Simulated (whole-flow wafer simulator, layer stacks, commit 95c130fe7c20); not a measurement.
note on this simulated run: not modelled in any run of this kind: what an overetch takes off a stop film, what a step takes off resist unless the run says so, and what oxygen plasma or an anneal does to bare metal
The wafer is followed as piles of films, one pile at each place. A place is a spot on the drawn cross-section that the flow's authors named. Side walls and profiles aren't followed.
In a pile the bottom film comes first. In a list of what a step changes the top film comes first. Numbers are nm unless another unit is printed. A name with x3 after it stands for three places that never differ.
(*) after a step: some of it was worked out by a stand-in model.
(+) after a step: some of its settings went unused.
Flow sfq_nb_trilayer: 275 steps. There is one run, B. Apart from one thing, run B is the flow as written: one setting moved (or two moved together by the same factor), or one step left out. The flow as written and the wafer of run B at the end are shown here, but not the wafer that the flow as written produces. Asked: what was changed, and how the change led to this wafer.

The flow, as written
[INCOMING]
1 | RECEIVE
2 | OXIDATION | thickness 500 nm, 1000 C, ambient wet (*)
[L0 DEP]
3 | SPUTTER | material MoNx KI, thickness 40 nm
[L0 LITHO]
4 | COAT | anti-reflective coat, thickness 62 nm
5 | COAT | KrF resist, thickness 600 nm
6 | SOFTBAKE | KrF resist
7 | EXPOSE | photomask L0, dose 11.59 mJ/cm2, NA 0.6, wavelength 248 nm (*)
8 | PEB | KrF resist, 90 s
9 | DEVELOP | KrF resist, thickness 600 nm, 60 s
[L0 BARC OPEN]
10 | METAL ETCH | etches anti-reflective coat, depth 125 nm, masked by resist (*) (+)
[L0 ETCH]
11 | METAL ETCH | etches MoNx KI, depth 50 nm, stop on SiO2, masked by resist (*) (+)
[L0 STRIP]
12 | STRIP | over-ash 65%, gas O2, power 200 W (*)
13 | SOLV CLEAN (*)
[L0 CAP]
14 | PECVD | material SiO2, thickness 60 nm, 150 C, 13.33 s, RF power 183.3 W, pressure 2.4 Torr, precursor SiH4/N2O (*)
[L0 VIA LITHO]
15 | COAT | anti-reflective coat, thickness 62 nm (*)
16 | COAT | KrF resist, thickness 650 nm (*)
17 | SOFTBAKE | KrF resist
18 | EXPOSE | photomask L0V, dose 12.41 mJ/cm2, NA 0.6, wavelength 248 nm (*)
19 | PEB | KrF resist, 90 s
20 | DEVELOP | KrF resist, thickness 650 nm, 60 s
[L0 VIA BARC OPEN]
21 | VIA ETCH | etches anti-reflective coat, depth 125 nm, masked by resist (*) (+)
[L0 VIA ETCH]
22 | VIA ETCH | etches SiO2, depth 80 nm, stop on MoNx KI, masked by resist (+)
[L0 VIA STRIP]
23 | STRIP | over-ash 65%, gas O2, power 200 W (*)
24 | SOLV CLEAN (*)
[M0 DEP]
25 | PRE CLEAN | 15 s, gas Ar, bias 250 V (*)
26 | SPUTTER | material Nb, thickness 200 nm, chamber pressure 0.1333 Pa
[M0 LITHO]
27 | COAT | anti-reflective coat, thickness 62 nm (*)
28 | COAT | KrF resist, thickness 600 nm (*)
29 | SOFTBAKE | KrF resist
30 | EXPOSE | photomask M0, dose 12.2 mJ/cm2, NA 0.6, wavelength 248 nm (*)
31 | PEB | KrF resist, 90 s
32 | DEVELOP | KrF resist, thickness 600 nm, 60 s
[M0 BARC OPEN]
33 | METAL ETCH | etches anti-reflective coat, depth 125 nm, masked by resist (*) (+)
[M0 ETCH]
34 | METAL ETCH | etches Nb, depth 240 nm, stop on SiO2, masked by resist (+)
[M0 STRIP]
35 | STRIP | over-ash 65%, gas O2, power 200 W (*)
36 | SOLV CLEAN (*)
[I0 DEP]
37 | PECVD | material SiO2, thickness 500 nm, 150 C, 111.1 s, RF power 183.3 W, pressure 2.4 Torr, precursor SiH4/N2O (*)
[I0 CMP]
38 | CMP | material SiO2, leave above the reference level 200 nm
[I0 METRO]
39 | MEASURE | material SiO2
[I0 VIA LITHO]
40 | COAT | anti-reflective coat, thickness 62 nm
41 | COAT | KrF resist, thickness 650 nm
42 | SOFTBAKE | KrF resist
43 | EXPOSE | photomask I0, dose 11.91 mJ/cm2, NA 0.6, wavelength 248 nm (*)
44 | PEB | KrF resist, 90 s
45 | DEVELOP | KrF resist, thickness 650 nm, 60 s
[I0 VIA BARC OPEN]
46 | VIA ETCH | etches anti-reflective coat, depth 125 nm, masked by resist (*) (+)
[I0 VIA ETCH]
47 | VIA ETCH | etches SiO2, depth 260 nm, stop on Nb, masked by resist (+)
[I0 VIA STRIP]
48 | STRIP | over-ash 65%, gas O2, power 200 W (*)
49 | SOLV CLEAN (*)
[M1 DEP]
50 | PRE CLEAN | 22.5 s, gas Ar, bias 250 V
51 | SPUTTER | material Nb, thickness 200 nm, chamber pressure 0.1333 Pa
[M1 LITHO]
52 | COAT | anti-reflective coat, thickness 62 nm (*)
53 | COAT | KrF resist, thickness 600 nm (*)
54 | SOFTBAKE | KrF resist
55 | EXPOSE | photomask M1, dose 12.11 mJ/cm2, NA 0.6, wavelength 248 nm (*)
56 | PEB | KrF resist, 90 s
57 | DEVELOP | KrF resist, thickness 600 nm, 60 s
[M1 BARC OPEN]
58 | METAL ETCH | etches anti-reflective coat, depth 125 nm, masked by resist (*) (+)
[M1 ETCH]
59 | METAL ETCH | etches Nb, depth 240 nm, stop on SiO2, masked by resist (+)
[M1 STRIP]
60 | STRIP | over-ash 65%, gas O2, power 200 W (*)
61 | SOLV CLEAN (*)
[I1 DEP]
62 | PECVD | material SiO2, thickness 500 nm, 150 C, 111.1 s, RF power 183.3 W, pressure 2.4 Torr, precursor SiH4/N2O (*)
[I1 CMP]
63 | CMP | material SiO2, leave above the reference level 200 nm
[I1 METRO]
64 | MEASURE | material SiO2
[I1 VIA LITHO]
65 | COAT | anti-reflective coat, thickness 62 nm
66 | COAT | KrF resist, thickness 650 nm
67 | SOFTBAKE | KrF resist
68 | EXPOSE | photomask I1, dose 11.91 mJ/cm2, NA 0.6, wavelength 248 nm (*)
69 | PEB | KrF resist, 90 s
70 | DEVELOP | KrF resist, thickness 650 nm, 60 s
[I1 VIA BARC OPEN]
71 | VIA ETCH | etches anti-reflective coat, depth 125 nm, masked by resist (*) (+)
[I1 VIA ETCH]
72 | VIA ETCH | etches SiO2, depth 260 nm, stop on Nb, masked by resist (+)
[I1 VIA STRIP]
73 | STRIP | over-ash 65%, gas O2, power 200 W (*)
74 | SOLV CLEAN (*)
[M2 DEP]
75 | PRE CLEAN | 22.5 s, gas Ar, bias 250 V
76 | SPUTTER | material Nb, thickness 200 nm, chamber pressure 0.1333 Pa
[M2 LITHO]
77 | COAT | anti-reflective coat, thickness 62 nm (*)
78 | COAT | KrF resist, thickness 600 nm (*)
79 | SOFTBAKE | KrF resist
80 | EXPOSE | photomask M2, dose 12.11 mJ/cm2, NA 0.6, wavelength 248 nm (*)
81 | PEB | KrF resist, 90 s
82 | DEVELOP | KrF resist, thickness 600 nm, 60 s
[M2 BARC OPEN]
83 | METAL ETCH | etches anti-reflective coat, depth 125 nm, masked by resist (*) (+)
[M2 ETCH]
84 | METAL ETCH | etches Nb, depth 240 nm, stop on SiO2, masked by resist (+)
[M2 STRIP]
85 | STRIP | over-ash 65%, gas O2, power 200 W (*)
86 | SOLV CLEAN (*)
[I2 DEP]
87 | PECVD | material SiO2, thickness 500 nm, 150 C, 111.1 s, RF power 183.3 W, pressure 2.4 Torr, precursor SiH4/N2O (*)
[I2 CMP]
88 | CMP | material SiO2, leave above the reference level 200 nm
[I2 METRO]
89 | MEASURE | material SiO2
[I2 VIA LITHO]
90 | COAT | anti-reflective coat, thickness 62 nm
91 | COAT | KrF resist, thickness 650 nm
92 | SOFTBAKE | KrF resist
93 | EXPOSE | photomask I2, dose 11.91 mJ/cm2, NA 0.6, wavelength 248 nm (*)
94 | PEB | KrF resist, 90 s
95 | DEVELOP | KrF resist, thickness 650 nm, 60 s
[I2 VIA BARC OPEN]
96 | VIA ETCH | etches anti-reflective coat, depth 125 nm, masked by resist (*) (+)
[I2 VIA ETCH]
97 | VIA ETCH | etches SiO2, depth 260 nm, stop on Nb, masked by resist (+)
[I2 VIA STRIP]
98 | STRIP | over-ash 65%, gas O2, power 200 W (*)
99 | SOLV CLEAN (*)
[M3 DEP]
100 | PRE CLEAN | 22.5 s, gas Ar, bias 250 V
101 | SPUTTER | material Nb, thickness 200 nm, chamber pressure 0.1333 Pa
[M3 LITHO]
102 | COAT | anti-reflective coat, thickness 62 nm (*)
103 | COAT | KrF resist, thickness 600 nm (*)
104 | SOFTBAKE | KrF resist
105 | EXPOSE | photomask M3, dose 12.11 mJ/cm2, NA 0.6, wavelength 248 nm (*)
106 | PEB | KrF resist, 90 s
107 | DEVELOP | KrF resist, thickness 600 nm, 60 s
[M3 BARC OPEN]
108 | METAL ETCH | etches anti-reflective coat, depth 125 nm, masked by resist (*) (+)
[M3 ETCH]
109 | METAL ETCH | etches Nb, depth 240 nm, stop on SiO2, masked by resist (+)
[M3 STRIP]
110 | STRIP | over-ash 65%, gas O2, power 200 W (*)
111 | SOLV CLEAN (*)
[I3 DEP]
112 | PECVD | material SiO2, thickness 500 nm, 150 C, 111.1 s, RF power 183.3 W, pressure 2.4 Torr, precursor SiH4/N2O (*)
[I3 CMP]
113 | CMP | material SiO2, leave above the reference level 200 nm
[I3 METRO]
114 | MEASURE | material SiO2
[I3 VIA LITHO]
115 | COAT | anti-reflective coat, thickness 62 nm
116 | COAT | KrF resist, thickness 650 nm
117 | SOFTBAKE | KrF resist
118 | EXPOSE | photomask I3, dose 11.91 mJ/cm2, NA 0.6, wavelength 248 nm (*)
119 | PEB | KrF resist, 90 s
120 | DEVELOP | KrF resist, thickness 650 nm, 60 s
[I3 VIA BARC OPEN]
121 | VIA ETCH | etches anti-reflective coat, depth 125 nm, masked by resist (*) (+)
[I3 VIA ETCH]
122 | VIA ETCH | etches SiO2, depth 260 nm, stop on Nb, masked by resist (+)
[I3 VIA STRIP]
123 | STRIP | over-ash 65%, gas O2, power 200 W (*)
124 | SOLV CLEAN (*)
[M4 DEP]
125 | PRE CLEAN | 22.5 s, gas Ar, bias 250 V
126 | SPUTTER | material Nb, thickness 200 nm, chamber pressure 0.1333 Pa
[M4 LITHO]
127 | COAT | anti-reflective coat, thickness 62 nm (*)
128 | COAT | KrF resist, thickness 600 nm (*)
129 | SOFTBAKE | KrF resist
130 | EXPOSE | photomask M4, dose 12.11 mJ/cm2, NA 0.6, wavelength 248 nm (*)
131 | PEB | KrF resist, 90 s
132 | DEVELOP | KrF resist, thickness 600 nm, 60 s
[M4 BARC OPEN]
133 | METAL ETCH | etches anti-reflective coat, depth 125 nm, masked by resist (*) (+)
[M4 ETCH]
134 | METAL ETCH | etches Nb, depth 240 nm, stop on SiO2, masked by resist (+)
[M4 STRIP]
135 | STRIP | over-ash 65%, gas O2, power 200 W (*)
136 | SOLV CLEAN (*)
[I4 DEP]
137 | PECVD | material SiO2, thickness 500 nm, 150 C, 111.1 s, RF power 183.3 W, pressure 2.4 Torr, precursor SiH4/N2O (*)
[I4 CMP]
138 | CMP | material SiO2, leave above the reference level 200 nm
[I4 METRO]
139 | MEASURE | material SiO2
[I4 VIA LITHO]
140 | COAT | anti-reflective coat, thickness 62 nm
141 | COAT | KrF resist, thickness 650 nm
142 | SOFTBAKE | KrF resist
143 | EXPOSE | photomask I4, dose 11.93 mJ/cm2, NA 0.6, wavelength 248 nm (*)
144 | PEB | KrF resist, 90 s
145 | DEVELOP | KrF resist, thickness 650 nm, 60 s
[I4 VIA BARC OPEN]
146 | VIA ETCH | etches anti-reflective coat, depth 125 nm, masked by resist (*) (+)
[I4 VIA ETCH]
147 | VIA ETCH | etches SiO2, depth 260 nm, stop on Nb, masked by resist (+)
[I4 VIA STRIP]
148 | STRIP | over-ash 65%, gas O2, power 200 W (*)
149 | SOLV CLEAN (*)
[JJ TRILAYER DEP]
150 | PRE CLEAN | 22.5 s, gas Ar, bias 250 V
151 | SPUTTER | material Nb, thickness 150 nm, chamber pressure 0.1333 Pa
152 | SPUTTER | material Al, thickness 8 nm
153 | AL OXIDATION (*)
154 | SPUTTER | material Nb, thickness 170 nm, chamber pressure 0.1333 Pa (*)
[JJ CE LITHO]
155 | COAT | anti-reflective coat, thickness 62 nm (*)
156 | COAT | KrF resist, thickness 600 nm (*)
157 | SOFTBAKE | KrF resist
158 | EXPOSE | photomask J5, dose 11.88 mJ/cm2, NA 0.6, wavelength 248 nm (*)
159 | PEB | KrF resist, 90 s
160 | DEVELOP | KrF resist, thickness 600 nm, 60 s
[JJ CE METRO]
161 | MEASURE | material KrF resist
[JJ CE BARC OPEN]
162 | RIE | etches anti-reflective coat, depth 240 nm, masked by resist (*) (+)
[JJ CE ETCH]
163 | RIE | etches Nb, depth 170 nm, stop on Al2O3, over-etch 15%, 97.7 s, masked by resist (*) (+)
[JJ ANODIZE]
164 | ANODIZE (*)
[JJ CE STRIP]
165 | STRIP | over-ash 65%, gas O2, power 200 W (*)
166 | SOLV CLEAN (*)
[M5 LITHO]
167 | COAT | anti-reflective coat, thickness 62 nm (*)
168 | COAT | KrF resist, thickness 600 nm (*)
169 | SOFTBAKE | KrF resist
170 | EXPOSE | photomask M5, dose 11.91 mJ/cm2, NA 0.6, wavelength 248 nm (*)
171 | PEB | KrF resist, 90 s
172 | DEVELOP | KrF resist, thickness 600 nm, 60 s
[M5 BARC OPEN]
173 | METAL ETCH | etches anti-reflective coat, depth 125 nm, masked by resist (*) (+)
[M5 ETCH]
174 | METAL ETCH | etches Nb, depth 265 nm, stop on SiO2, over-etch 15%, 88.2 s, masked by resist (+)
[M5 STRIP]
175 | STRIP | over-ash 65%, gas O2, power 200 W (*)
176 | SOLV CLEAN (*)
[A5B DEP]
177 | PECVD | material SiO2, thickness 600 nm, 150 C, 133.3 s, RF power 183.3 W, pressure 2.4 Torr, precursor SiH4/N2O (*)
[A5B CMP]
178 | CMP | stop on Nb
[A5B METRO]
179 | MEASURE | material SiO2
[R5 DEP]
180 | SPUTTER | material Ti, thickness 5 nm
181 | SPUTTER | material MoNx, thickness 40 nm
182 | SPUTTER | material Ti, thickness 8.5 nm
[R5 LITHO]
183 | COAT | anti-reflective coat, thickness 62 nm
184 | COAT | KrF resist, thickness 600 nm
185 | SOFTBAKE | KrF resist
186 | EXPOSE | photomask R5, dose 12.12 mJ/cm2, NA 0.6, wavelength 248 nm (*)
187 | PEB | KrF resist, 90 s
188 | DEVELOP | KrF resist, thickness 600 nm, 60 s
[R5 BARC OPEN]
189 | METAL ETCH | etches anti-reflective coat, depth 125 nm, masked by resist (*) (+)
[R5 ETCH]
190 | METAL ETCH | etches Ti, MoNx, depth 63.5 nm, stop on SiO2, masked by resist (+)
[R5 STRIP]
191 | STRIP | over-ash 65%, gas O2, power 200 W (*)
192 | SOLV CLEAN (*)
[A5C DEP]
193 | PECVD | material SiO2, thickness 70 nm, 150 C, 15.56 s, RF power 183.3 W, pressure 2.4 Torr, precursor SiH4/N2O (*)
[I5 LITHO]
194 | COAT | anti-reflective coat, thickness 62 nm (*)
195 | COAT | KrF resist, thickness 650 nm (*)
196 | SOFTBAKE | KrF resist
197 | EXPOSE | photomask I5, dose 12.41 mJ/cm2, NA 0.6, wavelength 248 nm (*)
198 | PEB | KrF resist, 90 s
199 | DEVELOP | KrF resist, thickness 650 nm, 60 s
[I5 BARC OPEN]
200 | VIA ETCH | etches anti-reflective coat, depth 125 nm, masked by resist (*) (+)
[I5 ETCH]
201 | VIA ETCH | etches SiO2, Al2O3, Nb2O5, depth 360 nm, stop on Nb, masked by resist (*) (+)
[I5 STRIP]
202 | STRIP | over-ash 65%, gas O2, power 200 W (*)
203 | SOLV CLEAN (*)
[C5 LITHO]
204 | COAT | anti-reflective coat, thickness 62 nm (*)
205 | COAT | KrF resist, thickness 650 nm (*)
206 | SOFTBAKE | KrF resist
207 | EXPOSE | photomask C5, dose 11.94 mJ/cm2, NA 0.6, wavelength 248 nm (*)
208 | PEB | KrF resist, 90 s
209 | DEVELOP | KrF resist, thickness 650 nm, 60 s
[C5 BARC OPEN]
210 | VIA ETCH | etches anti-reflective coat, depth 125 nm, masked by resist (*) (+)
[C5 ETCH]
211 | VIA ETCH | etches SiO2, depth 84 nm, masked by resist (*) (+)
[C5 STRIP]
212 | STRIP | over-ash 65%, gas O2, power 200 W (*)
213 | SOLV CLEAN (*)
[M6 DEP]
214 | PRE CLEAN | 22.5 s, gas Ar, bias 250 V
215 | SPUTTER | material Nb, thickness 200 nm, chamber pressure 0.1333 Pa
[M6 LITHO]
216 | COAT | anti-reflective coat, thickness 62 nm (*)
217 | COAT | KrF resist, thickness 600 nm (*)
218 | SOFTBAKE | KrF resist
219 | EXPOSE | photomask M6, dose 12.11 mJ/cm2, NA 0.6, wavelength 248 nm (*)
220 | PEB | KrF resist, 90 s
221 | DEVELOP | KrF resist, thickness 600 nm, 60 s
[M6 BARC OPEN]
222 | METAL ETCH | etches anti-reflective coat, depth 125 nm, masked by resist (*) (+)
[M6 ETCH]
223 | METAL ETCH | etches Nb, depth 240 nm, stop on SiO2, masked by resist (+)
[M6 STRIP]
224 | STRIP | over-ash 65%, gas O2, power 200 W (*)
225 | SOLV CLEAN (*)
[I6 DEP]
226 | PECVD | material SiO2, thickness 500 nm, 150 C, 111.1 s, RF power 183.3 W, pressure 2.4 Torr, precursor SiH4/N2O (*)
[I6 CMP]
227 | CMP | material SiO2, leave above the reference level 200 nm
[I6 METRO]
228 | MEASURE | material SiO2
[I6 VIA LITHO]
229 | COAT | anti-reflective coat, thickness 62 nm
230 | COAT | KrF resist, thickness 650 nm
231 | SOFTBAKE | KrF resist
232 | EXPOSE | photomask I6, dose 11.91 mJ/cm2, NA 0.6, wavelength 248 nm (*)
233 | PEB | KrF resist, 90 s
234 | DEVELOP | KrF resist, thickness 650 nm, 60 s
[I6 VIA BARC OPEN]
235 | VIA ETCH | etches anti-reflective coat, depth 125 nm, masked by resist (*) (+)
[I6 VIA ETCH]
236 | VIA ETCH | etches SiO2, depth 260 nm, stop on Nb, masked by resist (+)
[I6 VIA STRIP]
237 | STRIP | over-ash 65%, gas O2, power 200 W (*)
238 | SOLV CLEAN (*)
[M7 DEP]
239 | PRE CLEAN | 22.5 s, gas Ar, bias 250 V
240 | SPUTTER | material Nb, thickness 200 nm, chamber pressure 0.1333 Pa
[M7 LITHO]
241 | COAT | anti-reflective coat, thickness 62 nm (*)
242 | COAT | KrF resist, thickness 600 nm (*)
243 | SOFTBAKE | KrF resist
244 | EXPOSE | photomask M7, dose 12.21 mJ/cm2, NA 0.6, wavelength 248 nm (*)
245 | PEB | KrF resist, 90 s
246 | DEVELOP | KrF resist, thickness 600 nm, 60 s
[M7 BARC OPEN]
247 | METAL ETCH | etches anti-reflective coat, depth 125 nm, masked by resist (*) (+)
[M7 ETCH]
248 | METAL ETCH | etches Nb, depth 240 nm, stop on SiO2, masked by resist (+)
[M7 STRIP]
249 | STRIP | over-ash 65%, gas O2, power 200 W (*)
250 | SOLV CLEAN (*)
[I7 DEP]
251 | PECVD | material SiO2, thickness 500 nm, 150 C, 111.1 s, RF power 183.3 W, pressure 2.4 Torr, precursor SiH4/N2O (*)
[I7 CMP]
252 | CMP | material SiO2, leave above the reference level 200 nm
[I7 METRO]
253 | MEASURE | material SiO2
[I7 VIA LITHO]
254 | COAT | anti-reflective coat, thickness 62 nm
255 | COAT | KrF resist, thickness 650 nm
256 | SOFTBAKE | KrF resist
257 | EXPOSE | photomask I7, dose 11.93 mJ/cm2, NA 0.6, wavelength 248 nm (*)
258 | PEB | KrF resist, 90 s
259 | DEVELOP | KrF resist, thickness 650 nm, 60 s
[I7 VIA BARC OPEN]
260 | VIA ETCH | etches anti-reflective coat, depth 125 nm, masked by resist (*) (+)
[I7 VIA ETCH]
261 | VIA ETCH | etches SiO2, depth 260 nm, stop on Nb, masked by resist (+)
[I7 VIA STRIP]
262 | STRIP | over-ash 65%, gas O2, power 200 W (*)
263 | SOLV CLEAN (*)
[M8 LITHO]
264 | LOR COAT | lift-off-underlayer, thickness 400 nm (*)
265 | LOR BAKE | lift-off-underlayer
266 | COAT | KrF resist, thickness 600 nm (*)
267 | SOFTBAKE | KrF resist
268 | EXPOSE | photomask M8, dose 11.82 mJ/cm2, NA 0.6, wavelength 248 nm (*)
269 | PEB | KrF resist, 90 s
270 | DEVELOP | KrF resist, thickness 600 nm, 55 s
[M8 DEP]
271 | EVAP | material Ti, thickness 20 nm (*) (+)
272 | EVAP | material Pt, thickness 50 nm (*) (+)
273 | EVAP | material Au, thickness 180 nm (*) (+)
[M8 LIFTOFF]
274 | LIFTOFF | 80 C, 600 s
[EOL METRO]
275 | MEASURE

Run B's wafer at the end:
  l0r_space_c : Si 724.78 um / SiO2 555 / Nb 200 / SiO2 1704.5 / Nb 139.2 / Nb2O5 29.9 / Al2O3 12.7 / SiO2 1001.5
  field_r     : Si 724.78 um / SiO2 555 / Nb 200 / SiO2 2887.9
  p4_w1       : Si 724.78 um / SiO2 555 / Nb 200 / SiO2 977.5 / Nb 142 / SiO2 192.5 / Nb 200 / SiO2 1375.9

The reason: step 101, SPUTTER: thickness 142 nm was run, though the flow has thickness 200 nm.
The wafer lets one read it off: p4_w1 has Nb 142, and step 101 as written asks for 200 nm.

The path from the change to this, step by step:
  101 | SPUTTER | material Nb, thickness 200 nm, chamber pressure 0.1333 Pa
      field_l, v_sur, via_wl and 102 more: +142 Nb (new film) (in the flow as written it would be: +200 Nb (new film))
      via_w: +117.2 Nb (in the flow as written it would be: +165.5 Nb)
  102 | COAT | anti-reflective coat, thickness 62 nm (*)
      via_wl: +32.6 anti-reflective coat (new film) (in the flow as written it would be: +34.2 anti-reflective coat (new film))
      via_w: +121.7 anti-reflective coat (new film) (in the flow as written it would be: +124.8 anti-reflective coat (new film))
  109 | METAL ETCH | etches Nb, depth 240 nm, stop on SiO2, masked by resist (+)
      field_l, be, be_sur and 72 more: -142 Nb (all of it) (in the flow as written it would be: -200 Nb (all of it))
      v_sur, via_wl, via_w and 28 more: -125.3 KrF resist (in the flow as written it would be: -141.2 KrF resist)
  110 | STRIP | over-ash 65%, gas O2, power 200 W (*)
      p4_w1, p4_w2, p4_w3 and 21 more: -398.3 KrF resist (all of it), -62 anti-reflective coat (all of it) (in the flow as written it would be: -382.4 KrF resist (all of it), -62 anti-reflective coat (all of it))
      v_sur: -381.8 KrF resist (all of it), -60.8 anti-reflective coat (all of it) (in the flow as written it would be: -365.3 KrF resist (all of it), -61.1 anti-reflective coat (all of it))
      (as well as at 6 more places)
  112 | PECVD | material SiO2, thickness 500 nm, 150 C, 111.1 s, RF power 183.3 W, pressure 2.4 Torr, precursor SiH4/N2O (*)
      p4_g1, p4_g2, p3_s0, p3_s1, p3_s2, p3_s3, p3_s4, p3_s5: +500 SiO2 (in the flow as written it would be: +557.1 SiO2)
      via_w: +599.5 SiO2 (new film) (in the flow as written it would be: +615 SiO2 (new film))
  113 | CMP | material SiO2, leave above the reference level 200 nm
      field_l, be, be_sur and 64 more: -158 SiO2 (in the flow as written it would be: -100 SiO2)
      via_w: -175.8 SiO2 (in the flow as written it would be: -181.6 SiO2)
